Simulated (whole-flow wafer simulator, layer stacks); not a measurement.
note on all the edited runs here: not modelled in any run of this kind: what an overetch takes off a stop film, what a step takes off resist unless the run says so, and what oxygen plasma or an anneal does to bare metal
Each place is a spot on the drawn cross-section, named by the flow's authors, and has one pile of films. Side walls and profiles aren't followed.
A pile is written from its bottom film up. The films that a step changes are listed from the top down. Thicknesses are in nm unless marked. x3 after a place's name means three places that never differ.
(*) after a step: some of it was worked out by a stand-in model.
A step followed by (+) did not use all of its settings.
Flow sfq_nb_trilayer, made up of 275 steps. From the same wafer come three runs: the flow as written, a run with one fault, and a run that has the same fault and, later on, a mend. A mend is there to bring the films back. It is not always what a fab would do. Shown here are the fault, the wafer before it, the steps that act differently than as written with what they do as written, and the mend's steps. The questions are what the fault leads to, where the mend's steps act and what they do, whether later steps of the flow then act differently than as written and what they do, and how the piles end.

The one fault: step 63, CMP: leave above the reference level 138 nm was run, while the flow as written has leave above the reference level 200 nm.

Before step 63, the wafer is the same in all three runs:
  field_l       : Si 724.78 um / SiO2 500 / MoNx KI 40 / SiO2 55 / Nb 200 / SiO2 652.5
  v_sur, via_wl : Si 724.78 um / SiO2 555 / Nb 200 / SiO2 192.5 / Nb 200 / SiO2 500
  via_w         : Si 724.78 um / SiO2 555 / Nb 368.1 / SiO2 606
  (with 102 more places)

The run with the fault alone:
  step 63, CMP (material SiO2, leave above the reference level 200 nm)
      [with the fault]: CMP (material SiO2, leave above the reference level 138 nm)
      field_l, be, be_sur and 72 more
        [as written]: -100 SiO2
        [with the fault]: -162 SiO2
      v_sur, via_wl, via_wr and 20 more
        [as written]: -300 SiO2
        [with the fault]: -362 SiO2
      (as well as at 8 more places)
  Later steps of the flow acting differently than as written (not shown: 6 more steps that differ only slightly, by at most 2% or 0.5 nm, whichever is larger):
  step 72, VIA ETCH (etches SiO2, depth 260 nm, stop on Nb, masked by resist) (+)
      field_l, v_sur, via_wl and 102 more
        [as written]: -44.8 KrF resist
        [with the fault]: -35.6 KrF resist
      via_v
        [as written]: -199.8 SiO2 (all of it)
        [with the fault]: -137.8 SiO2 (all of it)
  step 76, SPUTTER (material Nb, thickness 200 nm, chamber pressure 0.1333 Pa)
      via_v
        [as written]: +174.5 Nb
        [with the fault]: +187.1 Nb
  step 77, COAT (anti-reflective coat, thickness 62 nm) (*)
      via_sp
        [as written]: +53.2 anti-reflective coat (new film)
        [with the fault]: +54.4 anti-reflective coat (new film)
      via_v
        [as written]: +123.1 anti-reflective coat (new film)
        [with the fault]: +109 anti-reflective coat (new film)
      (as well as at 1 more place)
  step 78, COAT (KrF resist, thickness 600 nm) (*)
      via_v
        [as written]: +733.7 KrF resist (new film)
        [with the fault]: +683.2 KrF resist (new film)
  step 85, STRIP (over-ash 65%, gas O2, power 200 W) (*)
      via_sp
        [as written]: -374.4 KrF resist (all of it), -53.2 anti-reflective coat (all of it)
        [with the fault]: -378.5 KrF resist (all of it), -54.4 anti-reflective coat (all of it)
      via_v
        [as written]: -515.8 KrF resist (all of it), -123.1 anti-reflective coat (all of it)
        [with the fault]: -465.4 KrF resist (all of it), -109 anti-reflective coat (all of it)
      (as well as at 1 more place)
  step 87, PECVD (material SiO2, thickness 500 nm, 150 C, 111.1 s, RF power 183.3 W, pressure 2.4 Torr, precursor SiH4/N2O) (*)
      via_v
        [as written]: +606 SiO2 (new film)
        [with the fault]: +506.9 SiO2 (new film)
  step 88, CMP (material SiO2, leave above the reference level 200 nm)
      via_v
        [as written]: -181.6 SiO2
        [with the fault]: -157.1 SiO2
  By the end, the piles at field_l, v_sur, via_wl and 102 more depart from the flow's by more than 2% or 0.5 nm, whichever is larger.
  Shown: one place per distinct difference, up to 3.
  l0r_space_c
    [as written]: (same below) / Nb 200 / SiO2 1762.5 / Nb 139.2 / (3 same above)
    [with the fault]: (same below) / Nb 200 / SiO2 1700.5 / Nb 139.2 / (3 same above)
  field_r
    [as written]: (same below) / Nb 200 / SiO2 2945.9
    [with the fault]: (same below) / Nb 200 / SiO2 2883.9
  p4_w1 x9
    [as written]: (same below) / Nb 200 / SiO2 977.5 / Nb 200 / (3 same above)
    [with the fault]: (same below) / Nb 200 / SiO2 915.5 / Nb 200 / (3 same above)

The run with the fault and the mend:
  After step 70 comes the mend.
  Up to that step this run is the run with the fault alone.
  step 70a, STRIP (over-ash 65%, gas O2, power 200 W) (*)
      field_l, v_sur, via_wl and 102 more
        -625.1 KrF resist (all of it), -62 anti-reflective coat (all of it)
      via_v
        -62 anti-reflective coat (all of it)
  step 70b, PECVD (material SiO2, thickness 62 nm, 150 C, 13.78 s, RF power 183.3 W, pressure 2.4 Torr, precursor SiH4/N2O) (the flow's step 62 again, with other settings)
      field_l, v_sur, via_wl and 103 more
        +62 SiO2
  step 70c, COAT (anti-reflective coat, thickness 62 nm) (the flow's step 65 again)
      field_l, v_sur, via_wl and 103 more
        +62 anti-reflective coat (new film)
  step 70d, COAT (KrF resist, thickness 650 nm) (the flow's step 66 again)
      field_l, v_sur, via_wl and 103 more
        +650 KrF resist (new film)
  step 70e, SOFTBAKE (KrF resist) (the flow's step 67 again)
      does not change any film at any place that is followed
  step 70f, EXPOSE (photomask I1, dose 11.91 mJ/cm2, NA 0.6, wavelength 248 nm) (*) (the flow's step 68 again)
      does not change any film at any place that is followed
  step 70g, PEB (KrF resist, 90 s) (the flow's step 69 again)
      field_l, v_sur, via_wl and 103 more
        -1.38 KrF resist
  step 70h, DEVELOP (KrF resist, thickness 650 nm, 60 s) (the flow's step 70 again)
      field_l, v_sur, via_wl and 102 more
        -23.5 KrF resist
      via_v
        -648.6 KrF resist (all of it)
  Later steps of the flow that are run all act as written at every place that is followed.
  The piles end the same as the flow's at every place that both follow.
